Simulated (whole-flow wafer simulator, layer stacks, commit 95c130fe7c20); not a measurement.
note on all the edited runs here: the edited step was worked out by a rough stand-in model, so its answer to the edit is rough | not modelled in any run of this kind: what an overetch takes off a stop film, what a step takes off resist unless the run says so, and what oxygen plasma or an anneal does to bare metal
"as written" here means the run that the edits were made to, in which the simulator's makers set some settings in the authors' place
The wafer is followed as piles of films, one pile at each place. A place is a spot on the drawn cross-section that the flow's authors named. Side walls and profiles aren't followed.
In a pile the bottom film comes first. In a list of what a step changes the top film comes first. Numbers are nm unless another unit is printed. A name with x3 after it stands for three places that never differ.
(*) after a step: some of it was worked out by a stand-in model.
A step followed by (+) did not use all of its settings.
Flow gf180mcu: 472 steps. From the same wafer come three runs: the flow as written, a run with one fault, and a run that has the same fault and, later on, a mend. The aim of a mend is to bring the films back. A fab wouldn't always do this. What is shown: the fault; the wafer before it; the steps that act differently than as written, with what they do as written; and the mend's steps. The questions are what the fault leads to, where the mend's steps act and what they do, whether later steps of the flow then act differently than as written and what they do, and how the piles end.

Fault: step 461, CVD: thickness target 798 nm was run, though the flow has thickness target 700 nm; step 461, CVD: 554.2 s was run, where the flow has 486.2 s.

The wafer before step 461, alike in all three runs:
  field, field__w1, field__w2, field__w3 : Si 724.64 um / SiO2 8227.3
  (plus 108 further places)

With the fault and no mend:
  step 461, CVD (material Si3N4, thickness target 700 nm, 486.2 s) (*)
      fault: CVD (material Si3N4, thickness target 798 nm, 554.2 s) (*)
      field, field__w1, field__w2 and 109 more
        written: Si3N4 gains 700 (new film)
        fault: Si3N4 gains 798 (new film)
  Steps later in the flow that act otherwise than as written (4 more steps, not shown, differ only slightly: by at most 2% or 0.5 nm, whichever is larger):
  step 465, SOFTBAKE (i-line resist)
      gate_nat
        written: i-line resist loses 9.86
        fault: i-line resist loses 10.4
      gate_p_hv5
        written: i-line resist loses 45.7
        fault: i-line resist loses 46.8
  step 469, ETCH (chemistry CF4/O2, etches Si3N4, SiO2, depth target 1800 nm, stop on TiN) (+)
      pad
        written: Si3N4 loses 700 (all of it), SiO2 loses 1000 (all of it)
        fault: Si3N4 loses 798 (all of it), SiO2 loses 1000 (all of it)
  At field, field__w1, field__w2 and 108 more, the piles at the end differ from the flow's by more than 2% or 0.5 nm, whichever is larger.
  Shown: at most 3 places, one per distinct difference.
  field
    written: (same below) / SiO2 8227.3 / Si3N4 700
    fault: (same below) / SiO2 8227.3 / Si3N4 798
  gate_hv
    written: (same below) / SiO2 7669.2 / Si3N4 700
    fault: (same below) / SiO2 7669.2 / Si3N4 798
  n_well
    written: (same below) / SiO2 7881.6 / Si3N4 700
    fault: (same below) / SiO2 7881.6 / Si3N4 798

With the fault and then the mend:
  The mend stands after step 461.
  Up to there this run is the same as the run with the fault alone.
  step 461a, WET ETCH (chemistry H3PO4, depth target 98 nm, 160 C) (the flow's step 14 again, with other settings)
      field, field__w1, field__w2 and 109 more
        Si3N4 loses 98
  None of the later steps of the flow differs from how it acts as written, at any place that is followed, by more than 2% or 0.5 nm, whichever is larger.
  The piles end the same as the flow's at every place that both follow.
